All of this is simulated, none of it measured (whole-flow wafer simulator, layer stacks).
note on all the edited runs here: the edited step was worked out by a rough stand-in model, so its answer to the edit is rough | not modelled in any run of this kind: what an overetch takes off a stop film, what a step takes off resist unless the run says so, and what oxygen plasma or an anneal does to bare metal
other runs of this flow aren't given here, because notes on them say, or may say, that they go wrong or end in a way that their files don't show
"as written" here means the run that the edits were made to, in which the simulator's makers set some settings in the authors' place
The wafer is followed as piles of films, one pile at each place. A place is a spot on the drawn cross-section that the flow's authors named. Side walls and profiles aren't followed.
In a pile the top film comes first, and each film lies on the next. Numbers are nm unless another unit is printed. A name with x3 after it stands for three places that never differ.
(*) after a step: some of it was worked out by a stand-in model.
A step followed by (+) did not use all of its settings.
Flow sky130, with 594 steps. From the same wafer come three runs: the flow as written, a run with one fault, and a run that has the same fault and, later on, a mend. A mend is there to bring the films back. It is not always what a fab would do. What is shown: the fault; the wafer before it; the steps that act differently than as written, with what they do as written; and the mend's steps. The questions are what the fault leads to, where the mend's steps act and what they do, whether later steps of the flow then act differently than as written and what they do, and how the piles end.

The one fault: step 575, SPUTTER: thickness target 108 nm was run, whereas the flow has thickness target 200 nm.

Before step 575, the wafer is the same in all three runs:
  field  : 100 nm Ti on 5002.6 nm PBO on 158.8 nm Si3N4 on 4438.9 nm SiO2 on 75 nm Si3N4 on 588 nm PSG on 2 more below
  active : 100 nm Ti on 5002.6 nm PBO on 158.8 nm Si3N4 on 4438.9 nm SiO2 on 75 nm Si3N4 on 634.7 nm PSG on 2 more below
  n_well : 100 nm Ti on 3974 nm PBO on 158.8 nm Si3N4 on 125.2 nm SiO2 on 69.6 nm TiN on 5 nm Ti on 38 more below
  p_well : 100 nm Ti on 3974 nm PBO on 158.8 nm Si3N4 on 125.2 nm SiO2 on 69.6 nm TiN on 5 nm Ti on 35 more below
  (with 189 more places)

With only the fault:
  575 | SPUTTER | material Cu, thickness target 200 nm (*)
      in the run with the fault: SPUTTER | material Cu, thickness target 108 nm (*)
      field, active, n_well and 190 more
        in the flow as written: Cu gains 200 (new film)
        in the run with the fault: Cu gains 108 (new film)
  Steps later in the flow that act otherwise than as written (6 more steps, not shown, differ only slightly: by at most 2% or 0.5 nm, whichever is larger):
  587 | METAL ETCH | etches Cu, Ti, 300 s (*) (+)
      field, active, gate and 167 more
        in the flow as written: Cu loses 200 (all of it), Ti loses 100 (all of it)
        in the run with the fault: Cu loses 108 (all of it), Ti loses 100 (all of it)
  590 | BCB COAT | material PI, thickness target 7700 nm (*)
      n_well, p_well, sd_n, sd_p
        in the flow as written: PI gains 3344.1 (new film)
        in the run with the fault: PI gains 3436.1 (new film)
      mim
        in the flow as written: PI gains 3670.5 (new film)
        in the run with the fault: PI gains 3758.4 (new film)
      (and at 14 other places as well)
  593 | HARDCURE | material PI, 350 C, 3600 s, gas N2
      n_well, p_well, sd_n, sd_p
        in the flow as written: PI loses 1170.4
        in the run with the fault: PI loses 1202.6
  By the end, the piles at n_well, p_well, sd_n and 20 more depart from the flow's by more than 2% or 0.5 nm, whichever is larger.
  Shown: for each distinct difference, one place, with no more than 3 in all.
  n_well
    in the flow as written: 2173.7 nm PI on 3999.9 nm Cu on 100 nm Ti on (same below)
    in the run with the fault: 2233.5 nm PI on 3907.9 nm Cu on 100 nm Ti on (same below)
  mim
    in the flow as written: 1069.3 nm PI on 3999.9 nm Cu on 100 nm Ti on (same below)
    in the run with the fault: 1155.4 nm PI on 3907.9 nm Cu on 100 nm Ti on (same below)
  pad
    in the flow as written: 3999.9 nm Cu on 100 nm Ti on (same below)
    in the run with the fault: 3907.9 nm Cu on 100 nm Ti on (same below)

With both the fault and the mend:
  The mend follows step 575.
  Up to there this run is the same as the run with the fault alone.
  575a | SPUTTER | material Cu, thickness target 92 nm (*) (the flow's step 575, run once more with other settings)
      field, active, n_well and 190 more
        Cu gains 92
  None of the later steps of the flow acts differently than as written at any place that is followed.
  At every place that both follow, the piles at the end match the flow's.
